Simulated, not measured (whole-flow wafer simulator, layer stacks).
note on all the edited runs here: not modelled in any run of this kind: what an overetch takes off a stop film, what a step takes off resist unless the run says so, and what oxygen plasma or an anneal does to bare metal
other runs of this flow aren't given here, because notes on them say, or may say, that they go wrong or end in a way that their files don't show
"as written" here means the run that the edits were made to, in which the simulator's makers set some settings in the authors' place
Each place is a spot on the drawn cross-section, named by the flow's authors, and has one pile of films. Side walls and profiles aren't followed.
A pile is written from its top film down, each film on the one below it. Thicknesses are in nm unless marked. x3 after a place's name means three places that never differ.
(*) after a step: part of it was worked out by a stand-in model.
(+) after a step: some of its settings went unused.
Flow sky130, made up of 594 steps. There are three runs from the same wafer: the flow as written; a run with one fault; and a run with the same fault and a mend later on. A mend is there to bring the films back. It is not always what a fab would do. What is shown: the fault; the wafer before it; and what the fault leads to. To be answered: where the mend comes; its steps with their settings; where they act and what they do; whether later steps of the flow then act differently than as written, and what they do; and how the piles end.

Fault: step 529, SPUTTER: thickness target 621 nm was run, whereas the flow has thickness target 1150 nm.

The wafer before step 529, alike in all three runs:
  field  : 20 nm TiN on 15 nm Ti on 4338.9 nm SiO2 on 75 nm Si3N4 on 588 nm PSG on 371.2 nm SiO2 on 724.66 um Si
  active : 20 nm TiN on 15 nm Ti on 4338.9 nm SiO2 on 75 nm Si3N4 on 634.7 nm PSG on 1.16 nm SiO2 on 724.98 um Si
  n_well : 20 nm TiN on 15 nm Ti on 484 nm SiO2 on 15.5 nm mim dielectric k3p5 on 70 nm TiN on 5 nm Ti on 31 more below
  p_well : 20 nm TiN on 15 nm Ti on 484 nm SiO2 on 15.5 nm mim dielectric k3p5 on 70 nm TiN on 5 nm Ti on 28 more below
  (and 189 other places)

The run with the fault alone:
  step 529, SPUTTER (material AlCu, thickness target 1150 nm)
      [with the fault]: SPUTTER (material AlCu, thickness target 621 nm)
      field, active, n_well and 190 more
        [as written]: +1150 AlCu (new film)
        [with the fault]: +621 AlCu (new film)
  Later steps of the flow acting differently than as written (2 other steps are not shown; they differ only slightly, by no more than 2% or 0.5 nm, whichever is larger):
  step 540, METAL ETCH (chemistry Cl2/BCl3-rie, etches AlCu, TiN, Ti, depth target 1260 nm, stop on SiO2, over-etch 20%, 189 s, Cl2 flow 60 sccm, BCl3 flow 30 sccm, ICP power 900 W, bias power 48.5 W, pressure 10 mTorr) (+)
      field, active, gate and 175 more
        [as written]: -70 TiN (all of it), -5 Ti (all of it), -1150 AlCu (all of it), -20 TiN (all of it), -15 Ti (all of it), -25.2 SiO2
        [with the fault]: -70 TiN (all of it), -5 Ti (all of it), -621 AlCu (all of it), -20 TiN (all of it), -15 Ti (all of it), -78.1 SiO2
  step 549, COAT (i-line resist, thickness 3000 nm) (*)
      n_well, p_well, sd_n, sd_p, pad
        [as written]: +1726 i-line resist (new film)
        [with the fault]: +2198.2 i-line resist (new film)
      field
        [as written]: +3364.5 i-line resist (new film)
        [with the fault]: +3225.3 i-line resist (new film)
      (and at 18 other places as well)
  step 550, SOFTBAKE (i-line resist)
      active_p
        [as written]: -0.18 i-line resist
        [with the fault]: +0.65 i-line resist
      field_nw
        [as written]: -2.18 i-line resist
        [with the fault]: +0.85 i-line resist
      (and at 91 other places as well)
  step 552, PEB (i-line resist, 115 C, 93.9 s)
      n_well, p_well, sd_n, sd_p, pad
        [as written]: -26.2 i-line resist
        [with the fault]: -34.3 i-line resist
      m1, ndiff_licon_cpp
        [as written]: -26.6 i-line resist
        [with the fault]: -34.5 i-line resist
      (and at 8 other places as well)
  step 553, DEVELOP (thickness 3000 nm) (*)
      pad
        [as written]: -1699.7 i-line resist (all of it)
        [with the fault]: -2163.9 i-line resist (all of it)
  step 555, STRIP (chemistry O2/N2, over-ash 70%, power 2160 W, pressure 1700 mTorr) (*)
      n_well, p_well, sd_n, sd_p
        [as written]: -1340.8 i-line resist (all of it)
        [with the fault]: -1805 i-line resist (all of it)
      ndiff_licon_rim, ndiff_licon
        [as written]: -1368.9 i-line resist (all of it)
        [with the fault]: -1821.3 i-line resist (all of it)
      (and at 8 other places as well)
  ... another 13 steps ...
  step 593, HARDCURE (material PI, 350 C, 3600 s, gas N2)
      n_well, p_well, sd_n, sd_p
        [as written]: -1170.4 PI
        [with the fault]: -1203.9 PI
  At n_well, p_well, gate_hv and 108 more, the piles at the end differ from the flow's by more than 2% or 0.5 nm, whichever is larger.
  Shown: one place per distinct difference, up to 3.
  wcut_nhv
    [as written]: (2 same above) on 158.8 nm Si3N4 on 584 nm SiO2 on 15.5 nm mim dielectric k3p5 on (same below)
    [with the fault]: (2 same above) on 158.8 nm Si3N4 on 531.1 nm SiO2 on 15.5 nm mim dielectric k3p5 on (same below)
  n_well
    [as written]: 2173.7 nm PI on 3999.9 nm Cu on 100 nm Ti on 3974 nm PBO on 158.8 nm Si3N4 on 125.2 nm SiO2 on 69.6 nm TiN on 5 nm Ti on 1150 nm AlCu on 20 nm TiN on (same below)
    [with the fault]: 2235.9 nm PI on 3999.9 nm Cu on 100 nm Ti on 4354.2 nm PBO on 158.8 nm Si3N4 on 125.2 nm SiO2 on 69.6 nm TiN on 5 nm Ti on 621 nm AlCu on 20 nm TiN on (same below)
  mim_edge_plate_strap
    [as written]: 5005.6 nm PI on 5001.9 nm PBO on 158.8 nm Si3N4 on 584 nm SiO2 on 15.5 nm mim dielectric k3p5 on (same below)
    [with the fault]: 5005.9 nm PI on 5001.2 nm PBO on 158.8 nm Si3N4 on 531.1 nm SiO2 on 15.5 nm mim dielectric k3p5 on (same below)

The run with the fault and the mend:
  The mend follows step 529.
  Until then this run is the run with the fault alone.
  step 529a, SPUTTER (material AlCu, thickness target 529 nm) (the flow's step 529, run once more with other settings)
      field, active, n_well and 190 more
        +529 AlCu
  Later steps of the flow that are run all act as written at every place that is followed.
  The piles end the same as the flow's at every place that both follow.
